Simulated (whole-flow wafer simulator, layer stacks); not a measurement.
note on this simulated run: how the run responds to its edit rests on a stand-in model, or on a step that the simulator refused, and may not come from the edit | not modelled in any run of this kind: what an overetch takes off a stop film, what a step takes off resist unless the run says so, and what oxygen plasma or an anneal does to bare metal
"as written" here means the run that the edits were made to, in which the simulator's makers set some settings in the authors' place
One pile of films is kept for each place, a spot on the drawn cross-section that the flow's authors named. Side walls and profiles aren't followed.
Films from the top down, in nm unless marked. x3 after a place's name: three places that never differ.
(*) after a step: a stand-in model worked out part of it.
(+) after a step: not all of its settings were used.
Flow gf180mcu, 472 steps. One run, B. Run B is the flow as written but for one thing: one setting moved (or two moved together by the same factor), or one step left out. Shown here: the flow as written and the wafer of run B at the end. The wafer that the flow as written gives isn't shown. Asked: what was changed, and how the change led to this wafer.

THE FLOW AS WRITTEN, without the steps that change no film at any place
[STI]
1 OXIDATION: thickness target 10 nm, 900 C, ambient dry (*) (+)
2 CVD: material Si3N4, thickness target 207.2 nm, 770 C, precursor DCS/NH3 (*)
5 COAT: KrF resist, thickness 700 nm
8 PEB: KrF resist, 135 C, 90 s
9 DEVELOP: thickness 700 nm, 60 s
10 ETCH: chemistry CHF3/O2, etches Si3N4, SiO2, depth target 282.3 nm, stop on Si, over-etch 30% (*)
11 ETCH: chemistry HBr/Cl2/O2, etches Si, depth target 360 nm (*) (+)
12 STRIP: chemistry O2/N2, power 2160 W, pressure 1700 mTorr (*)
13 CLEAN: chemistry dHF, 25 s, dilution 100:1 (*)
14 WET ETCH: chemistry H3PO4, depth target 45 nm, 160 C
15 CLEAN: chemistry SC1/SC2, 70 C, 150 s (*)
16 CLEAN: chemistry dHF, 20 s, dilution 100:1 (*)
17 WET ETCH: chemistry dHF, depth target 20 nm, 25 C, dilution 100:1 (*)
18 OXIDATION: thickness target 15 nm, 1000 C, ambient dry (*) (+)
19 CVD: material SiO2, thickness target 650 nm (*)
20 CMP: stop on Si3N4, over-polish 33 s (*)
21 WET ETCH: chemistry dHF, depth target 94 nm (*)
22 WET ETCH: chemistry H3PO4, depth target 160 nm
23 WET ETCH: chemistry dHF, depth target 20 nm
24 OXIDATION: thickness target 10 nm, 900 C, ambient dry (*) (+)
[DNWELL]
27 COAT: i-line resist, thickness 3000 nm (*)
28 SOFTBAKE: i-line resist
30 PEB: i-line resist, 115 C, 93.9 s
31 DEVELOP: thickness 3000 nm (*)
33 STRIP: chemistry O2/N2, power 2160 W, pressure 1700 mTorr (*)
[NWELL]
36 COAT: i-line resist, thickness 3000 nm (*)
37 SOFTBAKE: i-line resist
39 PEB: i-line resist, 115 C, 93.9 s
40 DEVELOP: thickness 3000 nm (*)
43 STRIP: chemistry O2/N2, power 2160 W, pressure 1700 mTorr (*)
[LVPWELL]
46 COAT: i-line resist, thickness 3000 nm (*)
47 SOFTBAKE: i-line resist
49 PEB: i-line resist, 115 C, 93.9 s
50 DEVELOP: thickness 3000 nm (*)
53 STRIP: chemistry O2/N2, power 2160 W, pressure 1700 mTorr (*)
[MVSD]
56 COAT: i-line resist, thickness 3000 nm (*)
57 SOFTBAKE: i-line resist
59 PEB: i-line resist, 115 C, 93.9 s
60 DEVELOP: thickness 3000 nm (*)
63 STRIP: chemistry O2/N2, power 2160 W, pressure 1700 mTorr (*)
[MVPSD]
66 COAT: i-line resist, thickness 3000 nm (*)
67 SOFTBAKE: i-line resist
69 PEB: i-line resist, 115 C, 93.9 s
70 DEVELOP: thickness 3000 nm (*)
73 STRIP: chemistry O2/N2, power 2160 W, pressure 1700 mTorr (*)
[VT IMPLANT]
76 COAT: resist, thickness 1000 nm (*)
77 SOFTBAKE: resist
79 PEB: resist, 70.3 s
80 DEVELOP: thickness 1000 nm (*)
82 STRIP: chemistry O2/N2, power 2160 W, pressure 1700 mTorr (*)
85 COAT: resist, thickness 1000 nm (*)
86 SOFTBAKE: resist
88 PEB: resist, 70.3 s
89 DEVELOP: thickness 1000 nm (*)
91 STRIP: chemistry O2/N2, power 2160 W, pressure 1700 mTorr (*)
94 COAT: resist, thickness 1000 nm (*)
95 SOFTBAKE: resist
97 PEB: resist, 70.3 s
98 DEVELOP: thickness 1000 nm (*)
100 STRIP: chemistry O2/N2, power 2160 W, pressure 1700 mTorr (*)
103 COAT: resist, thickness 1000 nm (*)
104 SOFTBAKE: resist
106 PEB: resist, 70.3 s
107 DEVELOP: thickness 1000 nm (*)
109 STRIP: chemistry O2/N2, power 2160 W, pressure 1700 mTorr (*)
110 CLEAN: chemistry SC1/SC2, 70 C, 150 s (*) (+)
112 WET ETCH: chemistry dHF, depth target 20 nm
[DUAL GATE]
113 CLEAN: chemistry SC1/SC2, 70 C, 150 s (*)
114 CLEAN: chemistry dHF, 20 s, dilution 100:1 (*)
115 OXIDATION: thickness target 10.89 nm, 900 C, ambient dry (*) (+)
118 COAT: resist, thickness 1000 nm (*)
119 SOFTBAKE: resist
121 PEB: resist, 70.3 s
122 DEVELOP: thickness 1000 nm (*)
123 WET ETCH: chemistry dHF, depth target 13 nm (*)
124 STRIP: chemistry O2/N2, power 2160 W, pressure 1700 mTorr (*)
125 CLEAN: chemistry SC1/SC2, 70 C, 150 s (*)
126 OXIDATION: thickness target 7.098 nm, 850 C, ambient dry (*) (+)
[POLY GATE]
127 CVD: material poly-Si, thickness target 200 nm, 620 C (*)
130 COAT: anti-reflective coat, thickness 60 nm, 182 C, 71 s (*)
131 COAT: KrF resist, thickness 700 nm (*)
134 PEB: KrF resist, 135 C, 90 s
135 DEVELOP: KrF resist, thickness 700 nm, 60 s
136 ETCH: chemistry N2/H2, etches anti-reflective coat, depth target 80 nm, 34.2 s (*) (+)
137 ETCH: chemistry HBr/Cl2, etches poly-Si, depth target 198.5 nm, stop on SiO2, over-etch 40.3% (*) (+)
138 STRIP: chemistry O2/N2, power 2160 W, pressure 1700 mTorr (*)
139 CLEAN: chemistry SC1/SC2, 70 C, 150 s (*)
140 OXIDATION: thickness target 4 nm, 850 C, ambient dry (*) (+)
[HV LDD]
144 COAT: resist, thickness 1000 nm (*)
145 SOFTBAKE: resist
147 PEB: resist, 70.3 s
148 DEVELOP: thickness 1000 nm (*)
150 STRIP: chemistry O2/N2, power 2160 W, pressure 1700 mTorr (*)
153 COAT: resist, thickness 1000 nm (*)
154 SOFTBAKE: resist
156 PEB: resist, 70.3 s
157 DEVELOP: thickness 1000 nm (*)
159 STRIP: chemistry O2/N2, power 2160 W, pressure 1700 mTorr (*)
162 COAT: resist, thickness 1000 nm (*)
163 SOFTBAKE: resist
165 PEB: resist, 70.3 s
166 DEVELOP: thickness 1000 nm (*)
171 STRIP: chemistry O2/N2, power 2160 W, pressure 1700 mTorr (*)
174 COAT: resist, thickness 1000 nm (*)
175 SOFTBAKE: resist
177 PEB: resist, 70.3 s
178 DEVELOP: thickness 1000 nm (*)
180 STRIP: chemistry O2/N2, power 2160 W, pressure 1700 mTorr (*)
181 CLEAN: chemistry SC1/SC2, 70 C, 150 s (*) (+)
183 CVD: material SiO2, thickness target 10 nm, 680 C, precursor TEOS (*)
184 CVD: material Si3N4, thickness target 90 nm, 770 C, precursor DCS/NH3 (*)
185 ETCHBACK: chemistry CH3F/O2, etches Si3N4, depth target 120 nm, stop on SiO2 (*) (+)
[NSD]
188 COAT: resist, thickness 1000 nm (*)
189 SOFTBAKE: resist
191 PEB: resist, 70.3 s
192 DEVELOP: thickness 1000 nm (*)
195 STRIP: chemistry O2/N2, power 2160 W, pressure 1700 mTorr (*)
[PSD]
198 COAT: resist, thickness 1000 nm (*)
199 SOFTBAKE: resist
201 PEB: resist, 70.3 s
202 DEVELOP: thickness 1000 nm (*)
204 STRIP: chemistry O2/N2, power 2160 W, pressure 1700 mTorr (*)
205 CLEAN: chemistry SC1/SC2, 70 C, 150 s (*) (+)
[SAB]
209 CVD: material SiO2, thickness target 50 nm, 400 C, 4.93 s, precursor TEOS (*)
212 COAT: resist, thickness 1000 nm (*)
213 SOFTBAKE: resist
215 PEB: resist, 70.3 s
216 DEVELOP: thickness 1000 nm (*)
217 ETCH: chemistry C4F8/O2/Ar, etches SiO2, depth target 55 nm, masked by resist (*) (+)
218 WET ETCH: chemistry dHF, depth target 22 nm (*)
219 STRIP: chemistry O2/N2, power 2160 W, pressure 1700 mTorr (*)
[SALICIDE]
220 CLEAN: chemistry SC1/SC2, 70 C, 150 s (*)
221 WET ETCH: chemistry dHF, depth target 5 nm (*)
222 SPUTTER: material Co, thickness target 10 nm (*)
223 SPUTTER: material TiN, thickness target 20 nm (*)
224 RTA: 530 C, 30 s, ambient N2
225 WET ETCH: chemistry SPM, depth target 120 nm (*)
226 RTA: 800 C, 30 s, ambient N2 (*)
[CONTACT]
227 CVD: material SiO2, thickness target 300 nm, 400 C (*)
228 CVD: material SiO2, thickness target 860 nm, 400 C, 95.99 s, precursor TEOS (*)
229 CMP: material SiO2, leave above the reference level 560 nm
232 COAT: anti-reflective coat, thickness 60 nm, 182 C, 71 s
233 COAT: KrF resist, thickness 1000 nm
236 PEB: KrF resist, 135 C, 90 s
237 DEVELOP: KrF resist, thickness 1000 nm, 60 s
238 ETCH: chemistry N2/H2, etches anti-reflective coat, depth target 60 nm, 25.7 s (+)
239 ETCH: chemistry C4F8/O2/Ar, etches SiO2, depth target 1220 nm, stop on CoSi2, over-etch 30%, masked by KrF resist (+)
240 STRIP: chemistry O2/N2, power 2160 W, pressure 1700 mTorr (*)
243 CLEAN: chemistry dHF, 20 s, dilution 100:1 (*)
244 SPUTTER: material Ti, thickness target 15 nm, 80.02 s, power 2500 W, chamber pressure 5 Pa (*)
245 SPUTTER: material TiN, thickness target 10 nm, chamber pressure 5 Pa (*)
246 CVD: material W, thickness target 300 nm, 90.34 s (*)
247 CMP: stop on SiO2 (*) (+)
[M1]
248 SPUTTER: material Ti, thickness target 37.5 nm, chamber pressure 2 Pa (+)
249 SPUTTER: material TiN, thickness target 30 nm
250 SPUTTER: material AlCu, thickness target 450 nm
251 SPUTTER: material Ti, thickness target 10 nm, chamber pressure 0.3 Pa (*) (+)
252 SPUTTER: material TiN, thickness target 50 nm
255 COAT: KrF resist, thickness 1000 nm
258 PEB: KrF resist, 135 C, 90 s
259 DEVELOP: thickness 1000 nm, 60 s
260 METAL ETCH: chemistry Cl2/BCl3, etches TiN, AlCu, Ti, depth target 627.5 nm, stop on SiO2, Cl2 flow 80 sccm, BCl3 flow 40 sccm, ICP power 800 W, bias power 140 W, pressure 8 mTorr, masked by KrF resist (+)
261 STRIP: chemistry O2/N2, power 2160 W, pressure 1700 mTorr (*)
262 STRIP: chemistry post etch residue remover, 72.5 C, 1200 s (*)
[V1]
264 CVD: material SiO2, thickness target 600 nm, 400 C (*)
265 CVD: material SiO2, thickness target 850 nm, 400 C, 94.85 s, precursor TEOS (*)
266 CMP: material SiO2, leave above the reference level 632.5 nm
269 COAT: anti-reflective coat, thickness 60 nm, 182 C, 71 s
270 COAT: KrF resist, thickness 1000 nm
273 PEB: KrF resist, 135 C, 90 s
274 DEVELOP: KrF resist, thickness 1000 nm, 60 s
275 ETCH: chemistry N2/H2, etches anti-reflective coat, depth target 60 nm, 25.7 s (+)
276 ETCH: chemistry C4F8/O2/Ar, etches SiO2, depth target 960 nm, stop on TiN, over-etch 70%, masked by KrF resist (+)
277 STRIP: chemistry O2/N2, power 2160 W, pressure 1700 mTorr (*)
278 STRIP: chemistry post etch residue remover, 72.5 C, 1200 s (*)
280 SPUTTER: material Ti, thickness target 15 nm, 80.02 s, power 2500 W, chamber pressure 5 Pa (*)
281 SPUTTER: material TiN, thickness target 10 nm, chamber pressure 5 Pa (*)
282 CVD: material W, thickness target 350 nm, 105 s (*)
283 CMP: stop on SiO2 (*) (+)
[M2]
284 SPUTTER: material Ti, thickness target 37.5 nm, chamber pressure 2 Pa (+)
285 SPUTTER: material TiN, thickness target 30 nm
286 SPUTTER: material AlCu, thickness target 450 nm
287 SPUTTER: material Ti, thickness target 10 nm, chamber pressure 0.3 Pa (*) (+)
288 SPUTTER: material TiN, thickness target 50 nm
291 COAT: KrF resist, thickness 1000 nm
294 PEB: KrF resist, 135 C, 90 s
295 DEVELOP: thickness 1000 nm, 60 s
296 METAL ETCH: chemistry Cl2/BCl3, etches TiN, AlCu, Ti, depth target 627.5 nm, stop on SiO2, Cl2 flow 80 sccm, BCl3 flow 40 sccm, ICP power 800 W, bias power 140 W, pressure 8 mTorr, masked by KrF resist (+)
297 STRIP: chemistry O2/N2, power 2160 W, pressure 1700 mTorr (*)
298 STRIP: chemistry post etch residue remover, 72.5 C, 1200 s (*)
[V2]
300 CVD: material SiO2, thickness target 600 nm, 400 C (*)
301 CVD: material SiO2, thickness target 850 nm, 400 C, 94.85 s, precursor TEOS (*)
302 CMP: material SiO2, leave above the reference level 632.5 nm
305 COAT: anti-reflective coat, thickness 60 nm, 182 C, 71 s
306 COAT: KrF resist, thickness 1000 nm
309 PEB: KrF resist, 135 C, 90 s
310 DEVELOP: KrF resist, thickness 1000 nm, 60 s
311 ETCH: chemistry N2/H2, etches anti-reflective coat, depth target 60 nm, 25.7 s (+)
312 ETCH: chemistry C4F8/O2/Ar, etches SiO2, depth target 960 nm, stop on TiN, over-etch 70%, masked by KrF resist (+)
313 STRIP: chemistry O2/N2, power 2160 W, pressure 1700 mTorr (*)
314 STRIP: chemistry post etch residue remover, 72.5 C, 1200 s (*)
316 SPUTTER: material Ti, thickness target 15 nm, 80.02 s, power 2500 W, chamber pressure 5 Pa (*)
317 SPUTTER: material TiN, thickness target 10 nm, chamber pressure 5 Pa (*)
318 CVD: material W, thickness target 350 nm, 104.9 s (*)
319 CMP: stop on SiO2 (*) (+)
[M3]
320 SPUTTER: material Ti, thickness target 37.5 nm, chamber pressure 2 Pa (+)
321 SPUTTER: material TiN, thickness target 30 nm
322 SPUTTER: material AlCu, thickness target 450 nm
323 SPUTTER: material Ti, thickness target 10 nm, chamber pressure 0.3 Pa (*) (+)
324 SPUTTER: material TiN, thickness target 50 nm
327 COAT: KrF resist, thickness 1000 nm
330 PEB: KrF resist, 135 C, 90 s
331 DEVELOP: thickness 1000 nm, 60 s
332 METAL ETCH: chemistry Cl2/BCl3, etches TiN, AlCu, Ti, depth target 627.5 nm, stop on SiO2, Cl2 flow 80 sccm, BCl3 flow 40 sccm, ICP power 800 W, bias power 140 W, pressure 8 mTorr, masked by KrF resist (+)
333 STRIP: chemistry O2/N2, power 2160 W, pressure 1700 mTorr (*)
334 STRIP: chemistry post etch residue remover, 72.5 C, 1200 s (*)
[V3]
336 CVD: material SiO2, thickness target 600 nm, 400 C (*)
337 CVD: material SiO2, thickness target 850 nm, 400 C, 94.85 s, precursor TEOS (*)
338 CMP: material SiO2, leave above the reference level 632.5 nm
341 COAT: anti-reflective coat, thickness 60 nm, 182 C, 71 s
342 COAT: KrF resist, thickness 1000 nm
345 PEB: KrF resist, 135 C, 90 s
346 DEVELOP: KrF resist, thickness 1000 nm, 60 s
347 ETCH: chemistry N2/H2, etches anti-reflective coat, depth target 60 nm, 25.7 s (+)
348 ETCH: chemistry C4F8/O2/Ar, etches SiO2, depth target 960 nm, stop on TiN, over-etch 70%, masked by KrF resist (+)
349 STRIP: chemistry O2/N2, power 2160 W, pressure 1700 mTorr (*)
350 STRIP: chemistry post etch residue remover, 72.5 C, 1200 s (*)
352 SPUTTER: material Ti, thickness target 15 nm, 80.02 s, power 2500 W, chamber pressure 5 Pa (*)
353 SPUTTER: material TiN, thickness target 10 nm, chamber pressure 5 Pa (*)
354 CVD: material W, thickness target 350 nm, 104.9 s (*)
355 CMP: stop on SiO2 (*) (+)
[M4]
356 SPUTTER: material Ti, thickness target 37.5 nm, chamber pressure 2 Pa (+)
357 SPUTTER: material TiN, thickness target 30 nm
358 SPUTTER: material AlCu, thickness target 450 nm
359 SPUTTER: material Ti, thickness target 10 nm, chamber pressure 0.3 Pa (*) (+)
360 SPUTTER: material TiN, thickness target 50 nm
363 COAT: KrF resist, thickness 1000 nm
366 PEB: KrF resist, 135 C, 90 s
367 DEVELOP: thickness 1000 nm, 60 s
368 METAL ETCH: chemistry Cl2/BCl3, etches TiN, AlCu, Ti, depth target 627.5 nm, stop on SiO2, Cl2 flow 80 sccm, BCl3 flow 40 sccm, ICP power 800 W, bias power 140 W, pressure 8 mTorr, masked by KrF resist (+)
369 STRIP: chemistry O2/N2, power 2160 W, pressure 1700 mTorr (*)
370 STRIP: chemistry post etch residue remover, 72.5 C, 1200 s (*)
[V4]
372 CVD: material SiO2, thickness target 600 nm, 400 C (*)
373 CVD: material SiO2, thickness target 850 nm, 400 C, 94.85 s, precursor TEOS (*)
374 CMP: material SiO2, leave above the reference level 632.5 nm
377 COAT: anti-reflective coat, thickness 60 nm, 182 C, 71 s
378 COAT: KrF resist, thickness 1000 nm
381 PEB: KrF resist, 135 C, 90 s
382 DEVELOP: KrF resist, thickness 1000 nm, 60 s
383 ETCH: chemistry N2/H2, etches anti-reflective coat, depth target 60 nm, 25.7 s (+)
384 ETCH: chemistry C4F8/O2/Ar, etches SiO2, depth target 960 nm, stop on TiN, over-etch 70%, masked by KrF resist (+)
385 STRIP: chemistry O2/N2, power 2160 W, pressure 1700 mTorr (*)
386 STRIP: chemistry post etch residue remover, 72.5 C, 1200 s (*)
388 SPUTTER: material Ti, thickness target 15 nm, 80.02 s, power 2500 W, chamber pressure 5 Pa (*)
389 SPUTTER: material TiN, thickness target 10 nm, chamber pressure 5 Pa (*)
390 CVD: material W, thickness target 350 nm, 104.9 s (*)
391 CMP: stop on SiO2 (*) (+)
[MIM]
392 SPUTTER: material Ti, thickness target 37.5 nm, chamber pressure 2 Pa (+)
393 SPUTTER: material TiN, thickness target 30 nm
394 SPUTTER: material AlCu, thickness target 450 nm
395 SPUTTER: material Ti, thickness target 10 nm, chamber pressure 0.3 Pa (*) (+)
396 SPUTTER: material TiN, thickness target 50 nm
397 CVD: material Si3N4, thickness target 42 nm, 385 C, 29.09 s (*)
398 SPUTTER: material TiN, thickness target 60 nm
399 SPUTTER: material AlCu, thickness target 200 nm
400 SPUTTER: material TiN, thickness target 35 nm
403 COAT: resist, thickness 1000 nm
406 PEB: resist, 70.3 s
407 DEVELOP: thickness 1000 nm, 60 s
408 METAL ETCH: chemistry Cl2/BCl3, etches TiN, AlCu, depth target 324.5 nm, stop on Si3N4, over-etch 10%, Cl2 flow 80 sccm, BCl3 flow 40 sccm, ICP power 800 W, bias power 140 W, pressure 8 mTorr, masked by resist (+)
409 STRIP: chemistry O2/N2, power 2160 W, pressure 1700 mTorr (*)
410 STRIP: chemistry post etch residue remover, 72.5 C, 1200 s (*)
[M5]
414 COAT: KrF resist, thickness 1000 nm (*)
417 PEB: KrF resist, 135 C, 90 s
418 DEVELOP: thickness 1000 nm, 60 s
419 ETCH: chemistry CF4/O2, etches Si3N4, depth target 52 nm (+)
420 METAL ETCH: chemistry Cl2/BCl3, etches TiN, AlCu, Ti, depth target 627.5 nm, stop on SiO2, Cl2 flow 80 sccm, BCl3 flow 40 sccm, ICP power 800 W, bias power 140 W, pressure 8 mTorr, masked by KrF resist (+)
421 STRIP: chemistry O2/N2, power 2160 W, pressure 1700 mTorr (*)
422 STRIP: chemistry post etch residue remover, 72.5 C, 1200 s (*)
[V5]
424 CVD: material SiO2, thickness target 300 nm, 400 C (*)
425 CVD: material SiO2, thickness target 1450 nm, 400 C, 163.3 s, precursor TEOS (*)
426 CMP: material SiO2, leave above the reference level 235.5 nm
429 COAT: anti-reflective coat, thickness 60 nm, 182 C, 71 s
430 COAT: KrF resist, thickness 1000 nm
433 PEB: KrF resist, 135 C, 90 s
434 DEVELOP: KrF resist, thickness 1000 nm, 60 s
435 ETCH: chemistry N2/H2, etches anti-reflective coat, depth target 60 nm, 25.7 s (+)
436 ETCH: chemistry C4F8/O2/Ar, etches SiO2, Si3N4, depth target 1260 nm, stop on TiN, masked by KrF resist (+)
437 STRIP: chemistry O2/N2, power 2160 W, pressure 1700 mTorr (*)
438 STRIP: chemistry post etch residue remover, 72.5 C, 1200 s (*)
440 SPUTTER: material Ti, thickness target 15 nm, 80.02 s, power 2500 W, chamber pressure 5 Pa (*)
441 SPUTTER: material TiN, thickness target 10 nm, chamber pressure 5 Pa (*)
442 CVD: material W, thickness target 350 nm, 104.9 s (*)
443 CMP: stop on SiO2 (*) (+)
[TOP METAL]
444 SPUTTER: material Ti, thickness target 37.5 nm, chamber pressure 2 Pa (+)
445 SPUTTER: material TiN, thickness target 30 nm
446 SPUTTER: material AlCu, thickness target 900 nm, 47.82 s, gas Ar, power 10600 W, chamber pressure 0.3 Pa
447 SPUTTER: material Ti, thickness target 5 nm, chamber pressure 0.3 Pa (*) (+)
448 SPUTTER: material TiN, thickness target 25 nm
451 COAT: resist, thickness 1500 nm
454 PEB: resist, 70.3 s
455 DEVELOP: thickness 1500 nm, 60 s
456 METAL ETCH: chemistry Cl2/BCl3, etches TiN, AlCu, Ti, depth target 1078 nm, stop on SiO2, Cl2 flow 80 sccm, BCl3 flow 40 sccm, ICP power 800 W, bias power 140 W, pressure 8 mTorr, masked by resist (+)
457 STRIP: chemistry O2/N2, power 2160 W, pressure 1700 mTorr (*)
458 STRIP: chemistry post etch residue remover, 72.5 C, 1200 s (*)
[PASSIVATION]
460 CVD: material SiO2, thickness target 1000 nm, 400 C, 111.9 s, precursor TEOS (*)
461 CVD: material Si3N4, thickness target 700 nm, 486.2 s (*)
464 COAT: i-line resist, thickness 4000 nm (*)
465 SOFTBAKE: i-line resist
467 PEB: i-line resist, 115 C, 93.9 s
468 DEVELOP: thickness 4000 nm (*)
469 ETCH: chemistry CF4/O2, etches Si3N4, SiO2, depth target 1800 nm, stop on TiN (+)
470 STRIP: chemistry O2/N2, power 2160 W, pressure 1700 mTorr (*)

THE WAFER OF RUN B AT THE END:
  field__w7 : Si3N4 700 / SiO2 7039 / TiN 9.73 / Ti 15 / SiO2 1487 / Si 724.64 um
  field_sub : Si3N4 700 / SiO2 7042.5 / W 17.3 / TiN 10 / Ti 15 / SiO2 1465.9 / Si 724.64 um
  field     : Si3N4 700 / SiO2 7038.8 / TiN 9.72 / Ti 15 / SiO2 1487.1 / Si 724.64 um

The cause: step 229, CMP: leave above the reference level 890 nm was run, where the flow has leave above the reference level 560 nm.

How the change led to this, step by step:
  229 CMP: material SiO2, leave above the reference level 560 nm
      ldn_sep__w1, ldn_sep__w2, ldn_dft and 8 more: nothing (as written it would be: SiO2 -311)
      active, p_well, sd_n, iso_ptap_pw, iso_ntap_nw, iso_ptap_sub, vpnp_e: nothing (as written it would be: SiO2 -299.9)
      (and at 93 more places)
  232 COAT: anti-reflective coat, thickness 60 nm, 182 C, 71 s
      sti, mim_1p0, pad, dice_street, ldn_ch, ldp_ch, ldp_fp: anti-reflective coat +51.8 (new film) (as written it would be: anti-reflective coat +60 (new film))
      contact, ld_drift_n, ldn_src, ldp_src: anti-reflective coat +74.3 (new film) (as written it would be: anti-reflective coat +60 (new film))
      (and at 87 more places)
  233 COAT: KrF resist, thickness 1000 nm
      field_sub__w4: KrF resist +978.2 (new film) (as written it would be: KrF resist +1000 (new film))
      mim: KrF resist +1029 (new film) (as written it would be: KrF resist +1000 (new film))
  238 ETCH: chemistry N2/H2, etches anti-reflective coat, depth target 60 nm, 25.7 s (+)
      contact: anti-reflective coat -74.3 (all of it), SiO2 -0.09 (as written it would be: anti-reflective coat -60 (all of it), SiO2 -0.46)
      polyc_n: anti-reflective coat -34.4 (all of it), SiO2 -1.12 (as written it would be: anti-reflective coat -60 (all of it), SiO2 -0.46)
      (and at 1 more place)
  239 ETCH: chemistry C4F8/O2/Ar, etches SiO2, depth target 1220 nm, stop on CoSi2, over-etch 30%, masked by KrF resist (+)
      field, field__w1, field__w2 and 105 more: KrF resist -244 (as written it would be: KrF resist -223.5)
      polyc_n, polyc_p: SiO2 -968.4 (all of it) (as written it would be: SiO2 -639.1 (all of it))
      (and at 1 more place)
  240 STRIP: chemistry O2/N2, power 2160 W, pressure 1700 mTorr (*)
      sti, mim_1p0, pad, dice_street: KrF resist -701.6 (all of it), anti-reflective coat -51.8 (all of it) (as written it would be: KrF resist -707.7 (all of it), anti-reflective coat -60 (all of it))
      p_well, sd_n: KrF resist -701.6 (all of it), anti-reflective coat -48.7 (all of it) (as written it would be: KrF resist -707.7 (all of it), anti-reflective coat -60 (all of it))
      (and at 102 more places)
  244 SPUTTER: material Ti, thickness target 15 nm, 80.02 s, power 2500 W, chamber pressure 5 Pa (*)
      field__w2, field__w12: Ti +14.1 (new film) (as written it would be: Ti +15 (new film))
      field__w3: Ti +14.2 (new film) (as written it would be: Ti +15 (new film))
      (and at 1 more place)
  245 SPUTTER: material TiN, thickness target 10 nm, chamber pressure 5 Pa (*)
      field__w2: TiN +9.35 (new film) (as written it would be: TiN +10 (new film))
      field__w3: TiN +9.48 (new film) (as written it would be: TiN +10 (new film))
      (and at 2 more places)
  246 CVD: material W, thickness target 300 nm, 90.34 s (*)
      polyc_n, polyc_p: W +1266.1 (new film) (as written it would be: W +936.1 (new film))
      field__w12: W +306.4 (new film) (as written it would be: W +300 (new film))
      (and at 1 more place)
  247 CMP: stop on SiO2 (*) (+)
      active, p_well, sd_n, iso_ptap_pw, iso_ntap_nw, iso_ptap_sub, vpnp_e: W -300 (all of it), TiN -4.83 (as written it would be: W -300 (all of it), TiN -10 (all of it), Ti -15 (all of it), SiO2 -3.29)
      ldn_sep__w2, ldn_fld__w1, ldp_sep__w2, ldp_dft, ldp_out, ldp_fld__w3: W -300 (all of it), TiN -10 (all of it), Ti -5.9 (as written it would be: W -300 (all of it), TiN -10 (all of it), Ti -15 (all of it), SiO2 -3.29)
      (and at 96 more places)
  248 SPUTTER: material Ti, thickness target 37.5 nm, chamber pressure 2 Pa (+)
      field__w13, ldn_sep, ldn_sep__w1 and 14 more: Ti +37.5 (as written it would be: Ti +37.5 (new film))
  260 METAL ETCH: chemistry Cl2/BCl3, etches TiN, AlCu, Ti, depth target 627.5 nm, stop on SiO2, Cl2 flow 80 sccm, BCl3 flow 40 sccm, ICP power 800 W, bias power 140 W, pressure 8 mTorr, masked by KrF resist (+)
      field, field__w1, field__w2 and 22 more: TiN -50 (all of it), Ti -10 (all of it), AlCu -450 (all of it), TiN -30 (all of it), Ti -37.5 (all of it), W -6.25 (as written it would be: TiN -50 (all of it), Ti -10 (all of it), AlCu -450 (all of it), TiN -30 (all of it), Ti -37.5 (all of it))
      active, p_well, sd_n, iso_ptap_pw, iso_ntap_nw, iso_ptap_sub, vpnp_e: TiN -50 (all of it), Ti -10 (all of it), AlCu -450 (all of it), TiN -30 (all of it), Ti -37.5 (all of it), TiN -5.17 (all of it), Ti -15 (all of it) (as written it would be: TiN -50 (all of it), Ti -10 (all of it), AlCu -450 (all of it), TiN -30 (all of it), Ti -37.5 (all of it))
      (and at 35 more places)
  262 STRIP: chemistry post etch residue remover, 72.5 C, 1200 s (*)
      field__w2, field__w3, field__w6 and 13 more: W -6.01 (as written it would be: nothing)
      field: W -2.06 (all of it), TiN -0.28 (as written it would be: nothing)
      (and at 8 more places)
  264 CVD: material SiO2, thickness target 600 nm, 400 C (*)
      field, field__w1, field__w2 and 22 more: SiO2 +600 (new film) (as written it would be: SiO2 +600)
  266 CMP: material SiO2, leave above the reference level 632.5 nm
      field__w2, field__w3, field__w6 and 14 more: SiO2 -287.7 (as written it would be: SiO2 -300)
      ldn_sep__w1, ldn_sep__w2, ldn_dft and 8 more: SiO2 -290.9 (as written it would be: SiO2 -300)
      (and at 39 more places)
Counting metal films that touch as one body, field__w7 has 1 body; the flow as written gives 0 bodies.
Counting metal films that touch as one body, field_sub has 1 body; the flow as written gives 0 bodies.
Counting metal films that touch as one body, field has 1 body; the flow as written gives 0 bodies.
